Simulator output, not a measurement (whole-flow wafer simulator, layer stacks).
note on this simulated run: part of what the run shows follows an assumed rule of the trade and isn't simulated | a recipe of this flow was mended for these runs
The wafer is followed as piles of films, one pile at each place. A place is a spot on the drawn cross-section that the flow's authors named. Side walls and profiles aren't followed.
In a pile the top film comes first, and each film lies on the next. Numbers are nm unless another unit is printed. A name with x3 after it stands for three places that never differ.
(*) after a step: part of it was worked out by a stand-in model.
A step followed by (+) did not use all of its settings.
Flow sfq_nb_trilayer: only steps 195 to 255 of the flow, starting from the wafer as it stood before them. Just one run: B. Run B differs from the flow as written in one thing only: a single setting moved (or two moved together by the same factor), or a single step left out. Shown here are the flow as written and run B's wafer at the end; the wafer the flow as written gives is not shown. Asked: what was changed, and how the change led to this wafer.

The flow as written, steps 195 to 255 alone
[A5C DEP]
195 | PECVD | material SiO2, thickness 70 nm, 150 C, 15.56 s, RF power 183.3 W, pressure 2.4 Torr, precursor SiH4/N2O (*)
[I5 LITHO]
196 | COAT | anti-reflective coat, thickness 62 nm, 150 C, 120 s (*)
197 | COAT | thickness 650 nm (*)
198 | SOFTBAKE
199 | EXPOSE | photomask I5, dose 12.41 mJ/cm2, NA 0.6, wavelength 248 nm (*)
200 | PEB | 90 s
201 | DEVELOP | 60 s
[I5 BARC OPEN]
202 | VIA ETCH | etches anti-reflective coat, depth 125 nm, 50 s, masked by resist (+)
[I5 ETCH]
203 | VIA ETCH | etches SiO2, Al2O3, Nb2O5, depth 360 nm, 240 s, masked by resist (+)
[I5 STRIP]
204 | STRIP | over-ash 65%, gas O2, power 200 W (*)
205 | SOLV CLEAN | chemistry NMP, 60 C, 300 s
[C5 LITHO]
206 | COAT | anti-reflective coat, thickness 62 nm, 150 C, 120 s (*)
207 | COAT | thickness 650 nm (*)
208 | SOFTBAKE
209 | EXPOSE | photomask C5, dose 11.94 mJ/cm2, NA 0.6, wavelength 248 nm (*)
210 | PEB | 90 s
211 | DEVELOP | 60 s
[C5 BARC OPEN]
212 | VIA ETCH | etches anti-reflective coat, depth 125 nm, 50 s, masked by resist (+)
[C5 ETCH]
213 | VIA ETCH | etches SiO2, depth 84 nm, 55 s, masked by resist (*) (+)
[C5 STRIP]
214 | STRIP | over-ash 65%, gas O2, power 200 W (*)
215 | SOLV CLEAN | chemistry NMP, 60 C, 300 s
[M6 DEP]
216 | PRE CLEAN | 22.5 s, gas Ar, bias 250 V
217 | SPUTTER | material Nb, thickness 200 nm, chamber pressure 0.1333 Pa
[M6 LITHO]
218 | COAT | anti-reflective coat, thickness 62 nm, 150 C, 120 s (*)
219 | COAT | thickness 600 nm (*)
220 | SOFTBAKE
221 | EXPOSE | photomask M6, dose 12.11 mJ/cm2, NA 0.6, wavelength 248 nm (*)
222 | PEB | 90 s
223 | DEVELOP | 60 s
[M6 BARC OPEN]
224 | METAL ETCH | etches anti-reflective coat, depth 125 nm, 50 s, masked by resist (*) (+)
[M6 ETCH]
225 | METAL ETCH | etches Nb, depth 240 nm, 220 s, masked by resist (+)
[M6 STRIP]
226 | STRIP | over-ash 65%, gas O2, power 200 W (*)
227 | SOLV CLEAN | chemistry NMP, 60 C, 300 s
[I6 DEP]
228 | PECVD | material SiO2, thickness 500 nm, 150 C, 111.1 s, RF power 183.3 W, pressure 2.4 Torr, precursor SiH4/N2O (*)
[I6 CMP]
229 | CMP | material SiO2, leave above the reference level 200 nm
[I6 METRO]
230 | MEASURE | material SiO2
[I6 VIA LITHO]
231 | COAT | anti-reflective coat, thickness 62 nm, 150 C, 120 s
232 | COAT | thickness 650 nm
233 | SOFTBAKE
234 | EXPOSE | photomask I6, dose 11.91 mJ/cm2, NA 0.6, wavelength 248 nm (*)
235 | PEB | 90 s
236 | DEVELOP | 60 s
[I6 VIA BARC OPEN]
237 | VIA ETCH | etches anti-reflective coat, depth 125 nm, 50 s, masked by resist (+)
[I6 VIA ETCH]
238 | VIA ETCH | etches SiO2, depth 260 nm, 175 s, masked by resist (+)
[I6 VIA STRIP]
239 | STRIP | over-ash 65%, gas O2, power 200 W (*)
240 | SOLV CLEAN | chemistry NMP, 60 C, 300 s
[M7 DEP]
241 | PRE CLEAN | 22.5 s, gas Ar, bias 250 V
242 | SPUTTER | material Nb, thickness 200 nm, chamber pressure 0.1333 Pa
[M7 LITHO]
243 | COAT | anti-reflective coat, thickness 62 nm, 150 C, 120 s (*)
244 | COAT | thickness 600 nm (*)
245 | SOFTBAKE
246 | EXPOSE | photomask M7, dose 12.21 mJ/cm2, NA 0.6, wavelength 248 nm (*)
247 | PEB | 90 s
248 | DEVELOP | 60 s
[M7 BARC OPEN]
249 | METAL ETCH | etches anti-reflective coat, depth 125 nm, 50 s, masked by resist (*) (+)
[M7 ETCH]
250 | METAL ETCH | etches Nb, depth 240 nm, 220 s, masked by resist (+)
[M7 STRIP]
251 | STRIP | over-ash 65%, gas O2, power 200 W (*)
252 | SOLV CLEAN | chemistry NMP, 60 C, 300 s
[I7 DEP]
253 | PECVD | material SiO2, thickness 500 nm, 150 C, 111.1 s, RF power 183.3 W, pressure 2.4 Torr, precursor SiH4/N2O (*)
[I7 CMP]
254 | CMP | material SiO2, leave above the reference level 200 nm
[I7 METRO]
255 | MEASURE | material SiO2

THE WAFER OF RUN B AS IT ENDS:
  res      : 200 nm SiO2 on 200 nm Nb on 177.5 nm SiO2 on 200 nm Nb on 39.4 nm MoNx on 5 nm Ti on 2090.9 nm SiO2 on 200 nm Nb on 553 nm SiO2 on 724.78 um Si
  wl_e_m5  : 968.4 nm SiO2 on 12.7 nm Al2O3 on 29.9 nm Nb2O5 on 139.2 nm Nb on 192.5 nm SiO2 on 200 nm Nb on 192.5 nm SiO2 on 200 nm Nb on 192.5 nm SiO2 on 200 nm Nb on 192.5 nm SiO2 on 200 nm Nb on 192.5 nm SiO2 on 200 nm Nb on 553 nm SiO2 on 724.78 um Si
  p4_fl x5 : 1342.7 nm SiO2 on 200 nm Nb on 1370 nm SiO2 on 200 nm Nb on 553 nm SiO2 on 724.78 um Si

The reason: step 195, PECVD: 8.556 s was run, whereas the flow has 15.56 s.

How this came from the change, step by step:
  195 | PECVD | material SiO2, thickness 70 nm, 150 C, 15.56 s, RF power 183.3 W, pressure 2.4 Torr, precursor SiH4/N2O (*)
      field_l, v_sur, via_wl and 92 more: +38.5 SiO2 (in the flow as written it would be: +70 SiO2)
      ce_l, c5j, ce_r and 8 more: +38.5 SiO2 (new film) (in the flow as written it would be: +70 SiO2 (new film))
  196 | COAT | anti-reflective coat, thickness 62 nm, 150 C, 120 s (*)
      r5r_line_l, r5r_line_c, r5r_line_r: +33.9 anti-reflective coat (new film) (in the flow as written it would be: +35.5 anti-reflective coat (new film))
  203 | VIA ETCH | etches SiO2, Al2O3, Nb2O5, depth 360 nm, 240 s, masked by resist (+)
      be: -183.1 SiO2 (all of it), -12.7 Al2O3 (all of it), -29.9 Nb2O5 (all of it), -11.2 Nb (in the flow as written it would be: -214.5 SiO2 (all of it), -12.7 Al2O3 (all of it), -29.9 Nb2O5 (all of it), -8.57 Nb)
  204 | STRIP | over-ash 65%, gas O2, power 200 W (*)
      r5r_line_l, r5r_line_c, r5r_line_r: -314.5 KrF-resist-other-grade (all of it), -33.9 anti-reflective coat (all of it) (in the flow as written it would be: -314.5 KrF-resist-other-grade (all of it), -35.5 anti-reflective coat (all of it))
  206 | COAT | anti-reflective coat, thickness 62 nm, 150 C, 120 s (*)
      r5r_line_l, r5r_line_c, r5r_line_r: +33.9 anti-reflective coat (new film) (in the flow as written it would be: +35.5 anti-reflective coat (new film))
      be: +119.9 anti-reflective coat (new film) (in the flow as written it would be: +124.3 anti-reflective coat (new film))
  207 | COAT | thickness 650 nm (*)
      be: +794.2 KrF-resist-other-grade (new film) (in the flow as written it would be: +815 KrF-resist-other-grade (new film))
  213 | VIA ETCH | etches SiO2, depth 84 nm, 55 s, masked by resist (*) (+)
      c5j: -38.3 SiO2 (all of it), -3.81 Nb (in the flow as written it would be: -69.7 SiO2 (all of it), -1.19 Nb)
      res: -38.2 SiO2 (all of it), -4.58 Ti (in the flow as written it would be: -69.7 SiO2 (all of it), -1.43 Ti)
  214 | STRIP | over-ash 65%, gas O2, power 200 W (*)
      r5r_line_l, r5r_line_c, r5r_line_r: -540 KrF-resist-other-grade (all of it), -33.9 anti-reflective coat (all of it) (in the flow as written it would be: -540 KrF-resist-other-grade (all of it), -35.5 anti-reflective coat (all of it))
      be: -685 KrF-resist-other-grade (all of it), -119.9 anti-reflective coat (all of it) (in the flow as written it would be: -705.8 KrF-resist-other-grade (all of it), -124.3 anti-reflective coat (all of it))
  216 | PRE CLEAN | 22.5 s, gas Ar, bias 250 V
      res: -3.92 Ti (all of it), -0.6 MoNx (in the flow as written it would be: -4.53 Ti)
  217 | SPUTTER | material Nb, thickness 200 nm, chamber pressure 0.1333 Pa
      be: +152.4 Nb (in the flow as written it would be: +145.8 Nb)
      c5j: +196.2 Nb (in the flow as written it would be: +188.4 Nb)
      (as well as at 1 more place)
  218 | COAT | anti-reflective coat, thickness 62 nm, 150 C, 120 s (*)
      wire: +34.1 anti-reflective coat (new film) (in the flow as written it would be: +33.4 anti-reflective coat (new film))
      be: +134 anti-reflective coat (new film) (in the flow as written it would be: +139.6 anti-reflective coat (new film))
      (as well as at 10 more places)
  219 | COAT | thickness 600 nm (*)
      be: +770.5 KrF-resist-other-grade (new film) (in the flow as written it would be: +795.2 KrF-resist-other-grade (new film))
  224 | METAL ETCH | etches anti-reflective coat, depth 125 nm, 50 s, masked by resist (*) (+)
      field_r: -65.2 anti-reflective coat (all of it) (in the flow as written it would be: -67 anti-reflective coat (all of it))
  226 | STRIP | over-ash 65%, gas O2, power 200 W (*)
      wire: -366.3 KrF-resist-other-grade (all of it), -34.1 anti-reflective coat (all of it) (in the flow as written it would be: -363.9 KrF-resist-other-grade (all of it), -33.4 anti-reflective coat (all of it))
      be: -534.7 KrF-resist-other-grade (all of it), -134 anti-reflective coat (all of it) (in the flow as written it would be: -559.4 KrF-resist-other-grade (all of it), -139.6 anti-reflective coat (all of it))
      (as well as at 9 more places)
  228 | PECVD | material SiO2, thickness 500 nm, 150 C, 111.1 s, RF power 183.3 W, pressure 2.4 Torr, precursor SiH4/N2O (*)
      be: +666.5 SiO2 (new film) (in the flow as written it would be: +702 SiO2 (new film))
      c5j: +500 SiO2 (new film) (in the flow as written it would be: +514.7 SiO2 (new film))
  229 | CMP | material SiO2, leave above the reference level 200 nm
      c5j: -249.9 SiO2 (in the flow as written it would be: -228 SiO2)
      res: -315 SiO2 (in the flow as written it would be: -279.3 SiO2)
